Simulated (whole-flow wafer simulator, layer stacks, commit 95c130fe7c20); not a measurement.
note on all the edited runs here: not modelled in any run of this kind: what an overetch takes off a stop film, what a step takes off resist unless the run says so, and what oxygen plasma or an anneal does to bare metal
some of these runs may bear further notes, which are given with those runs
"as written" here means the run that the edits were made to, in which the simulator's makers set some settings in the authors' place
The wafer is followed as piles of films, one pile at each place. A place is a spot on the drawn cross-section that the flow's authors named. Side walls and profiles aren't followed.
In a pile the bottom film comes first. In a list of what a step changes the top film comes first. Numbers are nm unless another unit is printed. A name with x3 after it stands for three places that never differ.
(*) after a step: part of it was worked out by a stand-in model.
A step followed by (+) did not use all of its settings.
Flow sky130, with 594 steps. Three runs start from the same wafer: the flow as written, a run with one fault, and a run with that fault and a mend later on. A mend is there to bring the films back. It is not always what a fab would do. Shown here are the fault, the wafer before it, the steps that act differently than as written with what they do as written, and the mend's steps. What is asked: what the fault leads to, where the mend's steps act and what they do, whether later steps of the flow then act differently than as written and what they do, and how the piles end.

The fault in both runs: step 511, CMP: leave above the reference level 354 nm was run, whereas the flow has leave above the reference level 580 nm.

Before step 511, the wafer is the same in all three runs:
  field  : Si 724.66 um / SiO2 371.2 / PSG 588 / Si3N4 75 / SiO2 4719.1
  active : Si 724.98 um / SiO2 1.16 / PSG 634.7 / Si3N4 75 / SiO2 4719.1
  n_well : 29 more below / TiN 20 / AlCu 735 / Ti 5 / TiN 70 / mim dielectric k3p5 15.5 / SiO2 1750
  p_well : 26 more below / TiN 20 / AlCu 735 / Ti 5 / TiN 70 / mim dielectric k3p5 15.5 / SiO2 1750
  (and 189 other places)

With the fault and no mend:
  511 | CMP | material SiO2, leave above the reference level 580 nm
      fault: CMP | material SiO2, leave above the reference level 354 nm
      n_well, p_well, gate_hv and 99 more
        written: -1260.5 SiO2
        fault: -1486.5 SiO2
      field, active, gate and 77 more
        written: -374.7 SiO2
        fault: -600.7 SiO2
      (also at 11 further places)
  Steps later in the flow that act otherwise than as written:
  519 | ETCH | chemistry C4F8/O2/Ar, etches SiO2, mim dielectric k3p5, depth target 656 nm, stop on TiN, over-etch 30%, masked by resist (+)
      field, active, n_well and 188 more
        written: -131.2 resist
        fault: -72.7 resist
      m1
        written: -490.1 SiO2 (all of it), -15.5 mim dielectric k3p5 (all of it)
        fault: -264.1 SiO2 (all of it), -15.5 mim dielectric k3p5 (all of it)
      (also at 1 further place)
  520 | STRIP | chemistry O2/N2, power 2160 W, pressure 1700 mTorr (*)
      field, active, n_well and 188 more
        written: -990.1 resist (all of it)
        fault: -1048.6 resist (all of it)
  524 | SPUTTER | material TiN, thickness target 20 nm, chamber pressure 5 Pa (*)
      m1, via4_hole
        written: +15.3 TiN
        fault: +17 TiN
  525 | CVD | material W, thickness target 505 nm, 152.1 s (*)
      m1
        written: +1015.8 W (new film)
        fault: +591.3 W (new film)
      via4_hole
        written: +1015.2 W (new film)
        fault: +592.4 W (new film)
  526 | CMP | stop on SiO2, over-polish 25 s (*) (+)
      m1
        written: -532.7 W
        fault: -335.9 W
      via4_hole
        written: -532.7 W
        fault: -337.7 W
  The piles end different from the flow's at field, active, n_well and 190 more by more than 2% or 0.5 nm, whichever is larger.
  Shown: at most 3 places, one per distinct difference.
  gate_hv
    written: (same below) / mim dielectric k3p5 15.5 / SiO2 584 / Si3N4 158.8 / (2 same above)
    fault: (same below) / mim dielectric k3p5 15.5 / SiO2 358 / Si3N4 158.8 / (2 same above)
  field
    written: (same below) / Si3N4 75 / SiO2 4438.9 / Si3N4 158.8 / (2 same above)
    fault: (same below) / Si3N4 75 / SiO2 4212.9 / Si3N4 158.8 / (2 same above)
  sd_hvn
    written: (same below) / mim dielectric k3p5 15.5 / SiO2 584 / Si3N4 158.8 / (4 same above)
    fault: (same below) / mim dielectric k3p5 15.5 / SiO2 358 / Si3N4 158.8 / (4 same above)

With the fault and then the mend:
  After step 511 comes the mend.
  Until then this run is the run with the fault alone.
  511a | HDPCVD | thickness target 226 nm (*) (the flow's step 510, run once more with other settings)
      field, active, n_well and 190 more
        +226 SiO2
  None of the later steps of the flow acts differently than as written at any place that is followed.
  At every place that both follow, the piles at the end match the flow's.
